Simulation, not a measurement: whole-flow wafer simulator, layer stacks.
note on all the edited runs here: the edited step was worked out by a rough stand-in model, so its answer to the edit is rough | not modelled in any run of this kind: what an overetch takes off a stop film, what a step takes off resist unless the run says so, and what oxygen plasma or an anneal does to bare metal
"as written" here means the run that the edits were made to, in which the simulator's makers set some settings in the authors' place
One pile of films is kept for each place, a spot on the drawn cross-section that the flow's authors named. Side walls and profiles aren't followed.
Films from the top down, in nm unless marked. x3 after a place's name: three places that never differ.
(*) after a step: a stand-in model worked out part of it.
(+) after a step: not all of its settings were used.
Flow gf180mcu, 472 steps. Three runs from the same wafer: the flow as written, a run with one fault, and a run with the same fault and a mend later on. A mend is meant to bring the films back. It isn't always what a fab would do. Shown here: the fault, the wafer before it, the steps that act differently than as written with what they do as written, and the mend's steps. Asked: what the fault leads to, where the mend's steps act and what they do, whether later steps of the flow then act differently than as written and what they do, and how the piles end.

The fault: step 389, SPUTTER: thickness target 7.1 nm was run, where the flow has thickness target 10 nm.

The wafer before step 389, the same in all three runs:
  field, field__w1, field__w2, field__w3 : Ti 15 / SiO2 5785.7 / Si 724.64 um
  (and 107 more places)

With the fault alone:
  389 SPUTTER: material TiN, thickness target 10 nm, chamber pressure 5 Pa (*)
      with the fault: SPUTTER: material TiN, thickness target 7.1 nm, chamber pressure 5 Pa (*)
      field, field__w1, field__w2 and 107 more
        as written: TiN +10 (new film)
        with the fault: TiN +7.1 (new film)
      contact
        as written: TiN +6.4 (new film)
        with the fault: TiN +4.55 (new film)
  Later steps of the flow that act differently than as written (1 more step differs only slightly, by at most 2% or 0.5 nm, whichever is larger, and isn't shown):
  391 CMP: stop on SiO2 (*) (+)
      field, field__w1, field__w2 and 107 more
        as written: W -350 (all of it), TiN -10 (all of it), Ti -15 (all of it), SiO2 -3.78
        with the fault: W -350 (all of it), TiN -7.1 (all of it), Ti -15 (all of it), SiO2 -3.75
  At the end the piles differ from the flow's by more than 2% or 0.5 nm, whichever is larger, at contact.
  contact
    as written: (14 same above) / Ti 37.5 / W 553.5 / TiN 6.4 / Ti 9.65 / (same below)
    with the fault: (14 same above) / Ti 37.5 / W 555.4 / TiN 4.55 / Ti 9.65 / (same below)

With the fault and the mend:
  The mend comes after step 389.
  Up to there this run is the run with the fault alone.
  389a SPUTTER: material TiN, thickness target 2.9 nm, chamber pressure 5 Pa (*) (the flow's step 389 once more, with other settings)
      field, field__w1, field__w2 and 107 more
        TiN +2.9
      contact
        TiN +1.85
  No later step of the flow acts differently than as written at any place that is followed.
  At the end the piles are the same as the flow's at every place that both follow.
